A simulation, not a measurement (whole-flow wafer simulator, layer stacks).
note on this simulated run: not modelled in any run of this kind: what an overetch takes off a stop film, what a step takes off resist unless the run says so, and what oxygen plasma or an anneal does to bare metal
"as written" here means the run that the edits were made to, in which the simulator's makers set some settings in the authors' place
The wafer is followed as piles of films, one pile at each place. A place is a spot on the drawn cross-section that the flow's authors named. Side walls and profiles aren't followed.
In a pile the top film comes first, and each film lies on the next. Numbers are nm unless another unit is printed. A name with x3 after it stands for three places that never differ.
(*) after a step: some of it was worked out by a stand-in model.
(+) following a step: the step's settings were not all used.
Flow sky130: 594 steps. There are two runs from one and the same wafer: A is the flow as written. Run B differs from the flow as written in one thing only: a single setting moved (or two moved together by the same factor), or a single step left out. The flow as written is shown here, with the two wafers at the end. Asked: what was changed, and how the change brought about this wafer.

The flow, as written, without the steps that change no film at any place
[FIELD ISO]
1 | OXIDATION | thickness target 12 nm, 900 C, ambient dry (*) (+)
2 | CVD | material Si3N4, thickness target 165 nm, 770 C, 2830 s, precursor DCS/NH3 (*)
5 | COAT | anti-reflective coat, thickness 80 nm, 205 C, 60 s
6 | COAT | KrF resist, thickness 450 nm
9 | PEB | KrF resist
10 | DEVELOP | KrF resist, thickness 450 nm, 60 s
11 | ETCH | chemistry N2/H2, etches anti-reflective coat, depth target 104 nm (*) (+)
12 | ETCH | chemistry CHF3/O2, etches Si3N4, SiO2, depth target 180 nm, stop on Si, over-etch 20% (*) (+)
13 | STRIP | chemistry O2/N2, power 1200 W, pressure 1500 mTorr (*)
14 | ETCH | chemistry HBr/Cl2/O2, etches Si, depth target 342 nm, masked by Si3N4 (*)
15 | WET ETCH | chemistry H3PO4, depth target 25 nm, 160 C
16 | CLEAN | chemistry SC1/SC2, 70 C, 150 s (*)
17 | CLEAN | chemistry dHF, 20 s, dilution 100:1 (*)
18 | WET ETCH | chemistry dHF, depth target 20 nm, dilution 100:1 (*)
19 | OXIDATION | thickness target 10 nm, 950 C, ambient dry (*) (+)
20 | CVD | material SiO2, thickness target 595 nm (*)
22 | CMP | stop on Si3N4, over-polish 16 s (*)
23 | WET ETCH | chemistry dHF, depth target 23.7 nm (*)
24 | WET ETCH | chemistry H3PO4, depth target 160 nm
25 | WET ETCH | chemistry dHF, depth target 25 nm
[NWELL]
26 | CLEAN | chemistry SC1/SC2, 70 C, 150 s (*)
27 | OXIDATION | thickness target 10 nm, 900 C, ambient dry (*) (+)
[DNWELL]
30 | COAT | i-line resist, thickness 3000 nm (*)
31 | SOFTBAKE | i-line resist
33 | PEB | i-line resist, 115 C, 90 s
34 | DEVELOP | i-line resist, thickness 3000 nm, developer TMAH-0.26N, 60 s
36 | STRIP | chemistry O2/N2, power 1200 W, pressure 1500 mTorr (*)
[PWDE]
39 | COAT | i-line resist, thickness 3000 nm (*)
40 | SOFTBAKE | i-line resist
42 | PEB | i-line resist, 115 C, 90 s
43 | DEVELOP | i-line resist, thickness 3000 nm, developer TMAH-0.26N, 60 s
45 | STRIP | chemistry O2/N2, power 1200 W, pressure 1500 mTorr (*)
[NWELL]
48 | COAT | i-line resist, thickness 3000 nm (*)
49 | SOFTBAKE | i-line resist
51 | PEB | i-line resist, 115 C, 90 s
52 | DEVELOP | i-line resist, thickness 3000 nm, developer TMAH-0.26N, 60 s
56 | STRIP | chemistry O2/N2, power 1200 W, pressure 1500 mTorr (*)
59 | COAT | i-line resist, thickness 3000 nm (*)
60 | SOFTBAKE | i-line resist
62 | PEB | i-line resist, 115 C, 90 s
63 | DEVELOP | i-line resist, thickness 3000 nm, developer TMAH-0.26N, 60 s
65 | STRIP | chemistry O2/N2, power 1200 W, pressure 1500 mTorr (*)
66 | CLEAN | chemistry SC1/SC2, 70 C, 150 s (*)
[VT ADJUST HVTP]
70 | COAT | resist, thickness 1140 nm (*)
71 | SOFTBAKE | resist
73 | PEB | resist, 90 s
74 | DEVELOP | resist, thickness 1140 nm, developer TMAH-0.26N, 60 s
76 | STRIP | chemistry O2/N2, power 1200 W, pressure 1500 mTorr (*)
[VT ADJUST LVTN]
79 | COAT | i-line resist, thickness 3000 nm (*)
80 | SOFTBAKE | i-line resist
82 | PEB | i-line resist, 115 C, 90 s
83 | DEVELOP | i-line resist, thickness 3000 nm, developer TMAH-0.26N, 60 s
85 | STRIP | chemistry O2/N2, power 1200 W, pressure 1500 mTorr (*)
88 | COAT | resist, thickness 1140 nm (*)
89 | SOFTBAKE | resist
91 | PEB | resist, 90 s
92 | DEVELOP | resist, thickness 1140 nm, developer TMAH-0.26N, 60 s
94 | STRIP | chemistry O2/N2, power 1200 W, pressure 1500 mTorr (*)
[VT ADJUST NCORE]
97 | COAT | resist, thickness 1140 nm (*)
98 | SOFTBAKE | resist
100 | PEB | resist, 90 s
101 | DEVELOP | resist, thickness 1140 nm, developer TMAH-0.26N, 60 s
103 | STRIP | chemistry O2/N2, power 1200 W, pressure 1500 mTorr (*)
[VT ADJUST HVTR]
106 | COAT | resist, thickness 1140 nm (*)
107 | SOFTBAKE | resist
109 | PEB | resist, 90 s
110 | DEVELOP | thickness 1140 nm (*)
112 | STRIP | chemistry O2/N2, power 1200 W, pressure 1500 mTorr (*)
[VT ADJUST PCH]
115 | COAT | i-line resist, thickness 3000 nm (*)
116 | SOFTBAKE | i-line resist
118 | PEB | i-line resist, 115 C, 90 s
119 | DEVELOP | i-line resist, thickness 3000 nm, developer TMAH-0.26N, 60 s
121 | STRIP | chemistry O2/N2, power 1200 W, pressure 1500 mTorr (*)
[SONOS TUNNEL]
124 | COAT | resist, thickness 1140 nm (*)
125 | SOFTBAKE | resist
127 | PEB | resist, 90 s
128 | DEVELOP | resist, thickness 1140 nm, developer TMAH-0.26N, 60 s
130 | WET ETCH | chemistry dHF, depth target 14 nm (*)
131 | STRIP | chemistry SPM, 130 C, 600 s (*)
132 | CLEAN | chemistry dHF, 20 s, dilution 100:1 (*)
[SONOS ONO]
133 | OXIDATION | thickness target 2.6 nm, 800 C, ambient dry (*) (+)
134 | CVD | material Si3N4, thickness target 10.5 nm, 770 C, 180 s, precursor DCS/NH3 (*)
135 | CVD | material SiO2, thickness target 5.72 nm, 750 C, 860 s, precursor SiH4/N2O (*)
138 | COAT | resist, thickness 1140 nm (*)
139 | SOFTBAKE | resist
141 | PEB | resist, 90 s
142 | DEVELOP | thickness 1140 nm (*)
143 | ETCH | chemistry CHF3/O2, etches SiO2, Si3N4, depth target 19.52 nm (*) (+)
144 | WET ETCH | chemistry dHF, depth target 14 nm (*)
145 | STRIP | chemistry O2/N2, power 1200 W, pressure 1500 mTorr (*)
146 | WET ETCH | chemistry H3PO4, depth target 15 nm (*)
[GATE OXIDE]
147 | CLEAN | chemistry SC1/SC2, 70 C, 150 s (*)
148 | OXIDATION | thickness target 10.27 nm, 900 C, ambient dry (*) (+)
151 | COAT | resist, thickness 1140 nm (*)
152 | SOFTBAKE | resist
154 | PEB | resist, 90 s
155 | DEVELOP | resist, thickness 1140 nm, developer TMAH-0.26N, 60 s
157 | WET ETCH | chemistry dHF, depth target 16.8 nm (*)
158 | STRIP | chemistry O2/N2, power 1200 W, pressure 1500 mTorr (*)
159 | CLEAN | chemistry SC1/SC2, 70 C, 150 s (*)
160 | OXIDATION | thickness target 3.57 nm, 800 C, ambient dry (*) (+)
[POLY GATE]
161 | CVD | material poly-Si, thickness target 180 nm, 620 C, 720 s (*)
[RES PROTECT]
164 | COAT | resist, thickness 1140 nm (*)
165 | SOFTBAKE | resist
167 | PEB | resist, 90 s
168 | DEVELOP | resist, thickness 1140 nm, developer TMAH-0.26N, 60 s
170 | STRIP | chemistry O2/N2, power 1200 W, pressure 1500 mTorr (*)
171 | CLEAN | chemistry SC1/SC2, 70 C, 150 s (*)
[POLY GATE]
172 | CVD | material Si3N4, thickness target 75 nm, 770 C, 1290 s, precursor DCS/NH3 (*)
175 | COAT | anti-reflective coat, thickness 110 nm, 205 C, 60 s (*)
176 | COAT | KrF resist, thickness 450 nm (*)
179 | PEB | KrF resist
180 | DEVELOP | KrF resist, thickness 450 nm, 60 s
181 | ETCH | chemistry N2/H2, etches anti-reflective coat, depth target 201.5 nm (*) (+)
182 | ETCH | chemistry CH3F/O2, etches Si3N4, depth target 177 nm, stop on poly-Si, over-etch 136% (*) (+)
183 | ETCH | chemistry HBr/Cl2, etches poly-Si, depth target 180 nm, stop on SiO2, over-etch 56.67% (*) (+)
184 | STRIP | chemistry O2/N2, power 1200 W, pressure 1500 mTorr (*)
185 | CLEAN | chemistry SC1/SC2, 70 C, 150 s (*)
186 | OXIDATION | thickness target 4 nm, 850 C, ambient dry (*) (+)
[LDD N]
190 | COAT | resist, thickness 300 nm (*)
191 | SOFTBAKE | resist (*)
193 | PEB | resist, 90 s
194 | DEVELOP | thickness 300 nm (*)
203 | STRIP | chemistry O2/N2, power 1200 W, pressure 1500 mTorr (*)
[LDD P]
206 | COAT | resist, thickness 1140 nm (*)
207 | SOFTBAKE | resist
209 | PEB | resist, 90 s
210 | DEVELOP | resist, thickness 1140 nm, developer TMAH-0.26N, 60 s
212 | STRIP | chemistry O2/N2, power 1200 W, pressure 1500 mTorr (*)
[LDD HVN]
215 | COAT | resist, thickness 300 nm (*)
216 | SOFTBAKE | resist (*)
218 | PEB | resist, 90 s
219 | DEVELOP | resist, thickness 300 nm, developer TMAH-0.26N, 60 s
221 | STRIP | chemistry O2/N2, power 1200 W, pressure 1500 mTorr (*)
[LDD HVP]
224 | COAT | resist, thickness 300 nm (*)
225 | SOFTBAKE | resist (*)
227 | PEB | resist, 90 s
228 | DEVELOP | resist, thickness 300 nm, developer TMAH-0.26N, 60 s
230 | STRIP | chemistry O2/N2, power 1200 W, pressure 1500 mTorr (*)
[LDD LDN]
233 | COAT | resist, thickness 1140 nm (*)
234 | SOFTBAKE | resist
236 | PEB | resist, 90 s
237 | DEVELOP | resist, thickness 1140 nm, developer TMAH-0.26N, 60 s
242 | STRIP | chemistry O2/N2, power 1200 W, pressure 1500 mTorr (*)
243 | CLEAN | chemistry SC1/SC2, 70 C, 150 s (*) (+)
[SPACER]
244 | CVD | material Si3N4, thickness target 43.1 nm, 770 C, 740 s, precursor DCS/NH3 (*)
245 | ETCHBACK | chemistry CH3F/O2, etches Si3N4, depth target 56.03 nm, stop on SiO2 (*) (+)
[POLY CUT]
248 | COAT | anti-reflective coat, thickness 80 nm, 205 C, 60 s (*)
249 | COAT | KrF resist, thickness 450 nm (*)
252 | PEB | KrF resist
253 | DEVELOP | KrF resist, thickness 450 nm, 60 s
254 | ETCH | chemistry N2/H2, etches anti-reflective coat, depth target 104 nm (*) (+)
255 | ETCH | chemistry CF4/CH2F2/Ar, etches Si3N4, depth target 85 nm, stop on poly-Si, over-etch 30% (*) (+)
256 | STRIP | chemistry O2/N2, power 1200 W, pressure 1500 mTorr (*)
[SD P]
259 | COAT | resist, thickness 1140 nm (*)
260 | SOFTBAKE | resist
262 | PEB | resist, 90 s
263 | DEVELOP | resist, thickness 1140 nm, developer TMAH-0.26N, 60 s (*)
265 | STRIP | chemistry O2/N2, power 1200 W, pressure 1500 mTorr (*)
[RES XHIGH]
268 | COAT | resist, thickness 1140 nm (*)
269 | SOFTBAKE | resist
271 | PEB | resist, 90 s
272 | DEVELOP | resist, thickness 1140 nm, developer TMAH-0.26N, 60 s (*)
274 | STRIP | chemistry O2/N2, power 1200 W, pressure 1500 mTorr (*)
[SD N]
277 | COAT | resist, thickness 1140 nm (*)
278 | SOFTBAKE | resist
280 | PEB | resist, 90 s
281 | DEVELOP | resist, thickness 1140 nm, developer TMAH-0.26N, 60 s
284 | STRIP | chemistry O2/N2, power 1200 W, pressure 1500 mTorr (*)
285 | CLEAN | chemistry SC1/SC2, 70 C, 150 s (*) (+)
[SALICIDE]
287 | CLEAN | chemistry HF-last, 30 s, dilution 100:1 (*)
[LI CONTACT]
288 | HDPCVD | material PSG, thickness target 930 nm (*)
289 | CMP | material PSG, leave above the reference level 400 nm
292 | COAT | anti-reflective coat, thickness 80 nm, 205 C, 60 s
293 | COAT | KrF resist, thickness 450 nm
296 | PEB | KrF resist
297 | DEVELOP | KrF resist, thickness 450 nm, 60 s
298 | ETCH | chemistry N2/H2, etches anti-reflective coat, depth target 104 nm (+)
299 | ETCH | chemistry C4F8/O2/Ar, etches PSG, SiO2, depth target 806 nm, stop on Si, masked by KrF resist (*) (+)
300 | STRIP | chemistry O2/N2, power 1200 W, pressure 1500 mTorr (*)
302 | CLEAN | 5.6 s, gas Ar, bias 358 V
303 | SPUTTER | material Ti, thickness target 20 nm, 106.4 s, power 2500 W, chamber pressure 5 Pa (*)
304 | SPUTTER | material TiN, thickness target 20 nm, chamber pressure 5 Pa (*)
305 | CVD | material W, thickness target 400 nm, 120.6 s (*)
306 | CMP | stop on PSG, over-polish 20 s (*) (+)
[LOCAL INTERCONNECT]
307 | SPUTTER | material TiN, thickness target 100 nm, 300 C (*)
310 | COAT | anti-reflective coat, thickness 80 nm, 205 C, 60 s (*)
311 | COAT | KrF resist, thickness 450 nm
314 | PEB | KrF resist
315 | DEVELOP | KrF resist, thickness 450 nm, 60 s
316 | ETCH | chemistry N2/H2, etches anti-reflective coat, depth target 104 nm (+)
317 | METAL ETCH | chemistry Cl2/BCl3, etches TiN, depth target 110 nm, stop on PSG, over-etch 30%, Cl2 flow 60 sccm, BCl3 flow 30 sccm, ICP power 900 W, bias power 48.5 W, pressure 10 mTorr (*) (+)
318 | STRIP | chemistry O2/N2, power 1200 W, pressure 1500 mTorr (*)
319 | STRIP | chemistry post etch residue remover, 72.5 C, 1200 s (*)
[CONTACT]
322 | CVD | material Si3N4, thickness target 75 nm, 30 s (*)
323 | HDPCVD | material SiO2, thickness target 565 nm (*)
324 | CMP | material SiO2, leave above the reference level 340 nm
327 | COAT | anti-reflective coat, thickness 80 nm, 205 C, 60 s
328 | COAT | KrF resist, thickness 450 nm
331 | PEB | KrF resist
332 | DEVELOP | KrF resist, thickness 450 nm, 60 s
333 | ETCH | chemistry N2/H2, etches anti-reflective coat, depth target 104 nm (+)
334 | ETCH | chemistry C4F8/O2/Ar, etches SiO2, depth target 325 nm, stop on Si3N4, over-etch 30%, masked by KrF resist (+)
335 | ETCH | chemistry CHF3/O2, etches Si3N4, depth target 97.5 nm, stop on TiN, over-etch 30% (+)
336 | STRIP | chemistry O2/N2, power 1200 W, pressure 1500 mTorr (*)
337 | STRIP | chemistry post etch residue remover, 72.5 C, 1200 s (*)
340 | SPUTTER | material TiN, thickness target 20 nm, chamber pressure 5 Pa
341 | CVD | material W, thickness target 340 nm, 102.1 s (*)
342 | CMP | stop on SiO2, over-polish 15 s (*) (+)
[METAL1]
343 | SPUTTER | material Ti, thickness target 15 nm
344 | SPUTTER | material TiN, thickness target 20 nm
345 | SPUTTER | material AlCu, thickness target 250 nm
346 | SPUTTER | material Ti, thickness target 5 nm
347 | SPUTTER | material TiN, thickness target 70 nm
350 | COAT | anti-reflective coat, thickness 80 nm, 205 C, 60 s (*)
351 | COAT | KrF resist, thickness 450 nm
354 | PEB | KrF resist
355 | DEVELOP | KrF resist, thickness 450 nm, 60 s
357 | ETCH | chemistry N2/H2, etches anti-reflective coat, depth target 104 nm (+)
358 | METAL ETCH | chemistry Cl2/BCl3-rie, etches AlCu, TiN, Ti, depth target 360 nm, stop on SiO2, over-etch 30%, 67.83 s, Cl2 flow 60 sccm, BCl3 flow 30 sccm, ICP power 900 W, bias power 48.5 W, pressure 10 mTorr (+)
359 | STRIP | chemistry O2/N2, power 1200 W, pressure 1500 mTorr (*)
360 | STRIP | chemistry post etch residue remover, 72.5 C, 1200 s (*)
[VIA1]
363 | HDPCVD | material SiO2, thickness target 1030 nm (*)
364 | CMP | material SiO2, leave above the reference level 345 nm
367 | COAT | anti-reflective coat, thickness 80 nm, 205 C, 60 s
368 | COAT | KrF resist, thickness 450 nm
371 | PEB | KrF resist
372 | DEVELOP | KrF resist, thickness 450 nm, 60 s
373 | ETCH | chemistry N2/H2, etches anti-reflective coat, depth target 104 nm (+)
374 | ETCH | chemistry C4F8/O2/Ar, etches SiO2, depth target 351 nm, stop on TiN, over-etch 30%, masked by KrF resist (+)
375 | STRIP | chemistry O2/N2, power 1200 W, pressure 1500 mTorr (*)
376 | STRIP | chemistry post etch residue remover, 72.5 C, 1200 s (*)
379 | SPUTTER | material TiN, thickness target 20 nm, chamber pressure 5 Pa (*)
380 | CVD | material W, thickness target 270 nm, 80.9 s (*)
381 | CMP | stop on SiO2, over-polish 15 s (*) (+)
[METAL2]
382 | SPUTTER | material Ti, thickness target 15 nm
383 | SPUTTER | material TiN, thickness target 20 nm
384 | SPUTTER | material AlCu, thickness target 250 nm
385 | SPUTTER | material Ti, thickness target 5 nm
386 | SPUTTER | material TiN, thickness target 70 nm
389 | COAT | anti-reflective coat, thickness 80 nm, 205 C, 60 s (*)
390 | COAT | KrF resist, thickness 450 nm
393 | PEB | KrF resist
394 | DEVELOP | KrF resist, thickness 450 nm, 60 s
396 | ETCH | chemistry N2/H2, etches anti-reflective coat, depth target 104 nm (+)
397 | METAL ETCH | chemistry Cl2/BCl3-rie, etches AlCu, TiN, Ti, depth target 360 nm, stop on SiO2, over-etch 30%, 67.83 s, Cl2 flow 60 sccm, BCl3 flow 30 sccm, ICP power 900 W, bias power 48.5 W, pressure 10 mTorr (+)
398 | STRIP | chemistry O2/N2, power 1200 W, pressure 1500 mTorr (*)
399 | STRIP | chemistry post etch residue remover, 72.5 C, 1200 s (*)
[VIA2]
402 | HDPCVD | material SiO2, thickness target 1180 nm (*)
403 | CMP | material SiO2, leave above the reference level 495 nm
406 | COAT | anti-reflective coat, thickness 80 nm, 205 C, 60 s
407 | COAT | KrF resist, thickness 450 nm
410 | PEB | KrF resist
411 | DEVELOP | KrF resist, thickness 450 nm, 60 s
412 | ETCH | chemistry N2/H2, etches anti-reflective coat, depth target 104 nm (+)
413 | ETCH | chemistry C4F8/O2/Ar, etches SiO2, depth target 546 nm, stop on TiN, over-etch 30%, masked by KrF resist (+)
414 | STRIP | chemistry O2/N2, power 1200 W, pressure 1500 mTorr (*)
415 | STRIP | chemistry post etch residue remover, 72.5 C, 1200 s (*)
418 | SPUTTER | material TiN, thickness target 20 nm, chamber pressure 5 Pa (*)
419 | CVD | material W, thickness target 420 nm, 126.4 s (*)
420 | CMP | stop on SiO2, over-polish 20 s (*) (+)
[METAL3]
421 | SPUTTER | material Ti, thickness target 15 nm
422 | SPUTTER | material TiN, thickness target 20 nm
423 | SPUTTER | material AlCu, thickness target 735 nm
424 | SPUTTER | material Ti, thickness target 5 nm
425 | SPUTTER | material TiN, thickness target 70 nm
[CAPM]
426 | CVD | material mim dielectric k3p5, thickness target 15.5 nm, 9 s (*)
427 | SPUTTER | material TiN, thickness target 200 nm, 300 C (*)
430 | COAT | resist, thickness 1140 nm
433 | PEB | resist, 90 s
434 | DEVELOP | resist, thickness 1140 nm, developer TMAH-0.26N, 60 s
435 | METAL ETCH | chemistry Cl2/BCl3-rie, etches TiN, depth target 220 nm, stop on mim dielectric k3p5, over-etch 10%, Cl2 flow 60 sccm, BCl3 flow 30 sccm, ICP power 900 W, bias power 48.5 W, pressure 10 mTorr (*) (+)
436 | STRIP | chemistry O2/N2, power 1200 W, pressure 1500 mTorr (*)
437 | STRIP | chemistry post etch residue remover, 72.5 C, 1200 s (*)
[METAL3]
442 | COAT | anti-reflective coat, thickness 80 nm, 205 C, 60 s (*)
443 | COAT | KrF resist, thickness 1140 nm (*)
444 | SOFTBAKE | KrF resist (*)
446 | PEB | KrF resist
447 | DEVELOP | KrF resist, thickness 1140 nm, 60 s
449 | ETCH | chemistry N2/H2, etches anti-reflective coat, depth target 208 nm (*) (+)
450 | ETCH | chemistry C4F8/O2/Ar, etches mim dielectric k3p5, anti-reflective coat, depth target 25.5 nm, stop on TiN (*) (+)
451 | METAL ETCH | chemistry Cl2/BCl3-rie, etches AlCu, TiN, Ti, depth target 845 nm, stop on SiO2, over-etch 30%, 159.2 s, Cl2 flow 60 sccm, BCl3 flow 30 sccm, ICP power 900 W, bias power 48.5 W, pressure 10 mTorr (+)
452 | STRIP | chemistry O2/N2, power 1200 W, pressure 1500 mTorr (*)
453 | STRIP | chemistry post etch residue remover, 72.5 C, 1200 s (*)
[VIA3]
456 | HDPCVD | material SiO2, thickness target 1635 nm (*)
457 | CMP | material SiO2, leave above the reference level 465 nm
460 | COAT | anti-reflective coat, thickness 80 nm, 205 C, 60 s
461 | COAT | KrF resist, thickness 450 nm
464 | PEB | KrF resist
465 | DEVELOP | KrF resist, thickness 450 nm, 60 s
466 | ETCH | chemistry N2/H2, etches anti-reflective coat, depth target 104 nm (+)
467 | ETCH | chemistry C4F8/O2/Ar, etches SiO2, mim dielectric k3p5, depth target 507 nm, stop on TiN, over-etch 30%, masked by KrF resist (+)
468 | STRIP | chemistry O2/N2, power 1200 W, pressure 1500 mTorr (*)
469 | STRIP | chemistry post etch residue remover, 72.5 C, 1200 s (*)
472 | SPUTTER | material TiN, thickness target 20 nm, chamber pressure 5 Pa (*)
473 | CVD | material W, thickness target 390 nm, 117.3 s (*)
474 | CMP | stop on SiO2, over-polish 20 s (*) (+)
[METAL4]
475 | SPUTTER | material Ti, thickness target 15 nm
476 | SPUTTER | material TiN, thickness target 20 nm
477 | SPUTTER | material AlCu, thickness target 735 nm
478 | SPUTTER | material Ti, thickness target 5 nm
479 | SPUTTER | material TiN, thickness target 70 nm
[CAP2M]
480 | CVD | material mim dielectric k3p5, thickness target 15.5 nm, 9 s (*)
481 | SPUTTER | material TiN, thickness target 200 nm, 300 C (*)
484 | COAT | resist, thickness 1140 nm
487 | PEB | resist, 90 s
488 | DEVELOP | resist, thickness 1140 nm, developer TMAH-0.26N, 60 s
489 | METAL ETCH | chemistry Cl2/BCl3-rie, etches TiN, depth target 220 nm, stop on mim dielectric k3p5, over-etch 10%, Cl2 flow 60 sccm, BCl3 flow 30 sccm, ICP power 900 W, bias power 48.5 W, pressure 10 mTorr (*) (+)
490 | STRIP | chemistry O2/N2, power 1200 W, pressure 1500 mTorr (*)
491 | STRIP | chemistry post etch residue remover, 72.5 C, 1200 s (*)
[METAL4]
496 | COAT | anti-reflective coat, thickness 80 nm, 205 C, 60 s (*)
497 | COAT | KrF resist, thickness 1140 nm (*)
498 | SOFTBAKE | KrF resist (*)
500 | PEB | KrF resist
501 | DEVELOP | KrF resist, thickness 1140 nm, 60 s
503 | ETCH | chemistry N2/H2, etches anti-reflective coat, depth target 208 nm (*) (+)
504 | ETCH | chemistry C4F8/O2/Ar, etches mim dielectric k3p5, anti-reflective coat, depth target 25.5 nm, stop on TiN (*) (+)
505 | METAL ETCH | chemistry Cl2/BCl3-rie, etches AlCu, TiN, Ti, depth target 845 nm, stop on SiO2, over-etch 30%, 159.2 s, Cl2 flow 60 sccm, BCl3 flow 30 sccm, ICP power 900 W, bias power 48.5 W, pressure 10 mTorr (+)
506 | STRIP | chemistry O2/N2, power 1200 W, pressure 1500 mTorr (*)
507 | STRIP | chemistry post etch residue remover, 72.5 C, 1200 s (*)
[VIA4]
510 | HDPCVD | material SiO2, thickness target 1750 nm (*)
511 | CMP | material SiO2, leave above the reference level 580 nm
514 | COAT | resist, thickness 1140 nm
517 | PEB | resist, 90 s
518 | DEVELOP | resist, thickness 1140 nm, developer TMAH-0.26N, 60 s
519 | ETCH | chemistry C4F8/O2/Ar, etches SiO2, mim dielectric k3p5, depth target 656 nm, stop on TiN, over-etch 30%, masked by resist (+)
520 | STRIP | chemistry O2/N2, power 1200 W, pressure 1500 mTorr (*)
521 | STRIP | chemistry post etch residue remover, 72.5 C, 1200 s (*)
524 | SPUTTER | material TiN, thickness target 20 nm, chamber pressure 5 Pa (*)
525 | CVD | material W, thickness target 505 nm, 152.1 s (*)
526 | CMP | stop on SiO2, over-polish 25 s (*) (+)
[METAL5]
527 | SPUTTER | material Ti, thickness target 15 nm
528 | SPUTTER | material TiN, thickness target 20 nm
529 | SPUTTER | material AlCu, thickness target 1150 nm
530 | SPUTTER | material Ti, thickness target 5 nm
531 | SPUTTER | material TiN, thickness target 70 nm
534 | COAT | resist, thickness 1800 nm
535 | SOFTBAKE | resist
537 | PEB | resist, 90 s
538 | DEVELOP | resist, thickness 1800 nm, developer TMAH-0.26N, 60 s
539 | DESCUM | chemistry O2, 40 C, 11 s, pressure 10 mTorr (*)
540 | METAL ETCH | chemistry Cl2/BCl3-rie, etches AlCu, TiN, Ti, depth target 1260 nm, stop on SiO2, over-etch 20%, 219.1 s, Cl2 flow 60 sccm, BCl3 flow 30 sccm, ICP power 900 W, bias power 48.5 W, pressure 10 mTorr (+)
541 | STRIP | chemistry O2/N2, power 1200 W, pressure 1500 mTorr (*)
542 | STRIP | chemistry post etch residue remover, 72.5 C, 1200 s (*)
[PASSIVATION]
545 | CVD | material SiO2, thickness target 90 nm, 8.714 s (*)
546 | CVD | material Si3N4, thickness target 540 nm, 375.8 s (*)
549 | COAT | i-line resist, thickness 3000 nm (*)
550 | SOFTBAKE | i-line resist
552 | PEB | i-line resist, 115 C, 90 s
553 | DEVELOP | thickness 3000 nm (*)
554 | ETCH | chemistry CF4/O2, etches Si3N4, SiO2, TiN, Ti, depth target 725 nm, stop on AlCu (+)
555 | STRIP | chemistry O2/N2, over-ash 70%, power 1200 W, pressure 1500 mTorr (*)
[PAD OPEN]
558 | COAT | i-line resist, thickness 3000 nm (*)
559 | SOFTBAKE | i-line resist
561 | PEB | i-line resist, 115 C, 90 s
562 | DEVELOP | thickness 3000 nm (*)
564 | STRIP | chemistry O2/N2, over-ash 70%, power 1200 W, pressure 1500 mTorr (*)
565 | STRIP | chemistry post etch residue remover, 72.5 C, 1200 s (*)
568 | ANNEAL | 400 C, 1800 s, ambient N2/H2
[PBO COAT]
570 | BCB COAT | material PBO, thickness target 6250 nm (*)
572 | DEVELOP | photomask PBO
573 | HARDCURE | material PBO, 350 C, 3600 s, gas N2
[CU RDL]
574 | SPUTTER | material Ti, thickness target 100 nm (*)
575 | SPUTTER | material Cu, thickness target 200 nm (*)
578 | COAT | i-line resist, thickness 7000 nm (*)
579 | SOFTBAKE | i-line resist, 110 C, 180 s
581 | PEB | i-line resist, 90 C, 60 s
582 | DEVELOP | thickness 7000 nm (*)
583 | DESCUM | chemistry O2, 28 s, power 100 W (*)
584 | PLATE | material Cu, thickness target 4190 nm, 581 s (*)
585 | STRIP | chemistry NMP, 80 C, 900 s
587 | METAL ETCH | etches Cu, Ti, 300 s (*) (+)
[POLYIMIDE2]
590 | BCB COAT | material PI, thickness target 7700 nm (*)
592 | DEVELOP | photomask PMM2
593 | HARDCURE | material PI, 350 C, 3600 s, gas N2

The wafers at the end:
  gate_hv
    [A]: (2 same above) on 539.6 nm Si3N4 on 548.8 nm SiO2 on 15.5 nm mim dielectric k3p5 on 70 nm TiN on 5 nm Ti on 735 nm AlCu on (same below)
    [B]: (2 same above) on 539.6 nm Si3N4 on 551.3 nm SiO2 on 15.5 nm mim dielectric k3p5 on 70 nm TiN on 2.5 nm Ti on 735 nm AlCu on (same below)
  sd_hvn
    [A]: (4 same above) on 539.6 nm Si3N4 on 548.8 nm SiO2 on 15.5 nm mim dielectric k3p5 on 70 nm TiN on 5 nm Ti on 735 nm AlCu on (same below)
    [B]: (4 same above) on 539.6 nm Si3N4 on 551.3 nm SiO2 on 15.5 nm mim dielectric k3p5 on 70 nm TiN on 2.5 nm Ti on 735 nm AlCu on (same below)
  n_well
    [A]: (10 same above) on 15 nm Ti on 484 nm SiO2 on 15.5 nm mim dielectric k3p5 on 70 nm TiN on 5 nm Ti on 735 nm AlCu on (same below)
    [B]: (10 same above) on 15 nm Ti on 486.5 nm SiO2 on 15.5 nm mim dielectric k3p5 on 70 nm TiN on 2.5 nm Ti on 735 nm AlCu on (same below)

The reason: step 478, SPUTTER: thickness target 2.5 nm was run, though the flow has thickness target 5 nm.
The wafer lets one read it off: gate_hv has Ti 2.5, and step 478 as written asks for 5 nm.

Step by step, how the change led to this:
  478 | SPUTTER | material Ti, thickness target 5 nm
      field, active, n_well and 189 more: A Ti gains 5 (new film) | B Ti gains 2.5 (new film)
  505 | METAL ETCH | chemistry Cl2/BCl3-rie, etches AlCu, TiN, Ti, depth target 845 nm, stop on SiO2, over-etch 30%, 159.2 s, Cl2 flow 60 sccm, BCl3 flow 30 sccm, ICP power 900 W, bias power 48.5 W, pressure 10 mTorr (+)
      field, active, gate and 70 more: A TiN loses 70 (all of it), Ti loses 5 (all of it), AlCu loses 735 (all of it), TiN loses 20 (all of it), Ti loses 15 (all of it), SiO2 loses 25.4 | B TiN loses 70 (all of it), Ti loses 2.5 (all of it), AlCu loses 735 (all of it), TiN loses 20 (all of it), Ti loses 15 (all of it), SiO2 loses 25.6
      vpp_iso1, mim_edge_plate, m1_ln and 12 more: A TiN loses 70 (all of it), Ti loses 5 (all of it), AlCu loses 735 (all of it), TiN loses 20 (all of it), Ti loses 15 (all of it), SiO2 loses 25.3 | B TiN loses 70 (all of it), Ti loses 2.5 (all of it), AlCu loses 735 (all of it), TiN loses 20 (all of it), Ti loses 15 (all of it), SiO2 loses 25.6
